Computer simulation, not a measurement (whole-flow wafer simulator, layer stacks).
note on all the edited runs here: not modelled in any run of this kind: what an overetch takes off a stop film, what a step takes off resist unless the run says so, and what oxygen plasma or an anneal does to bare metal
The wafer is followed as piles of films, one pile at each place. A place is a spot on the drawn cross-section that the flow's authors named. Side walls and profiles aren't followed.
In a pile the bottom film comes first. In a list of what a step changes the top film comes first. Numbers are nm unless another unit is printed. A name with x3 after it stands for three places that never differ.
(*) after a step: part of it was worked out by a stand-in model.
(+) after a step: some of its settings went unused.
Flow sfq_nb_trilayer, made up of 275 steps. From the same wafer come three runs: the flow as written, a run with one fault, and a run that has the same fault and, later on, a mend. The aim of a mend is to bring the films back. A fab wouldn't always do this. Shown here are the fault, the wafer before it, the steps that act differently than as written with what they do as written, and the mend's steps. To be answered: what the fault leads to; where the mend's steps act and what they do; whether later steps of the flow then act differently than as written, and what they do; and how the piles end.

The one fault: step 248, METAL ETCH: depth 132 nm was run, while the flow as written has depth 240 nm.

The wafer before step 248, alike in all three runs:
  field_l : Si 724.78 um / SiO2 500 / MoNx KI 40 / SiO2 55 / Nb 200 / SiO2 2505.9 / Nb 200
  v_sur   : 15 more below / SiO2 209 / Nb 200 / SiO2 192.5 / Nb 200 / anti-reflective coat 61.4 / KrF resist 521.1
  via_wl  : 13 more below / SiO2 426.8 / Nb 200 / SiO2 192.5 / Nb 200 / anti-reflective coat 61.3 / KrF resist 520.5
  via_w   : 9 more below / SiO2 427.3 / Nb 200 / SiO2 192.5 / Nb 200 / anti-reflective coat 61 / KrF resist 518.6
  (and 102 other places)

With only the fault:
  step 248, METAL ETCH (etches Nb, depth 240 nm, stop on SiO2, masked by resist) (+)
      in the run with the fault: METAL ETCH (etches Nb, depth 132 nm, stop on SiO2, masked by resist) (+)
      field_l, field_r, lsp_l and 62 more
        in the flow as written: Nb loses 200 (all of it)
        in the run with the fault: Nb loses 132
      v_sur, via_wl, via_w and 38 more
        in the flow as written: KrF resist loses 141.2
        in the run with the fault: KrF resist loses 77.6
  Later steps of the flow acting differently than as written:
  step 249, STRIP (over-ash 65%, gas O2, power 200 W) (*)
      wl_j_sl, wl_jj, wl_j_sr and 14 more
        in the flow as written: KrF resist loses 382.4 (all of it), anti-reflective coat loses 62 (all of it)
        in the run with the fault: KrF resist loses 445.9 (all of it), anti-reflective coat loses 62 (all of it)
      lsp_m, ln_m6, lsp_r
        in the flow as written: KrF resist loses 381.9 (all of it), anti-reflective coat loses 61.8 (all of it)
        in the run with the fault: KrF resist loses 445.5 (all of it), anti-reflective coat loses 61.8 (all of it)
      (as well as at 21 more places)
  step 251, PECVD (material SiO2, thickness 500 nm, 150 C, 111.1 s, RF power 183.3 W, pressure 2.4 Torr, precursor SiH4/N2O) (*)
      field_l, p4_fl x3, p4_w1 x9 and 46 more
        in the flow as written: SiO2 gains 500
        in the run with the fault: SiO2 gains 500 (new film)
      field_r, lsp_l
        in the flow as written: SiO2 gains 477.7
        in the run with the fault: SiO2 gains 485.3 (new film)
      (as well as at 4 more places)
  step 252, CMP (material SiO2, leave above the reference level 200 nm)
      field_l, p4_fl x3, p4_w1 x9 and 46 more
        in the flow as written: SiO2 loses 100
        in the run with the fault: SiO2 loses 168
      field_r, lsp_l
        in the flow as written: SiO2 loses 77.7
        in the run with the fault: SiO2 loses 153.3
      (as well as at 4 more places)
  At field_l, field_r, lsp_l and 62 more, the piles at the end differ from the flow's by more than 2% or 0.5 nm, whichever is larger.
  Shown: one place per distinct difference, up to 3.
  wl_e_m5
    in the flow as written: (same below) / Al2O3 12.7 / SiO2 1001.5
    in the run with the fault: (same below) / Al2O3 12.7 / SiO2 601.5 / Nb 68 / SiO2 332
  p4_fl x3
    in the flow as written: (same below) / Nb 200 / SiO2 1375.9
    in the run with the fault: (same below) / Nb 200 / SiO2 975.9 / Nb 68 / SiO2 332
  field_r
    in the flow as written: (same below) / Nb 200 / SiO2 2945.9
    in the run with the fault: (same below) / Nb 200 / SiO2 2545.9 / Nb 68 / SiO2 332

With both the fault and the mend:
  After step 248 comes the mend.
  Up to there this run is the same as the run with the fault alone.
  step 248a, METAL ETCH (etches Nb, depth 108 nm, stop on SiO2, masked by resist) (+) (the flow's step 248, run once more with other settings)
      field_l, field_r, lsp_l and 62 more
        Nb loses 68 (all of it)
      v_sur, via_wl, via_w and 38 more
        KrF resist loses 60
  Every later step of the flow that is run acts as written, at every place that is followed, to within 2% or 0.5 nm, whichever is larger.
  By the end, the piles equal the flow's at every place that both follow.
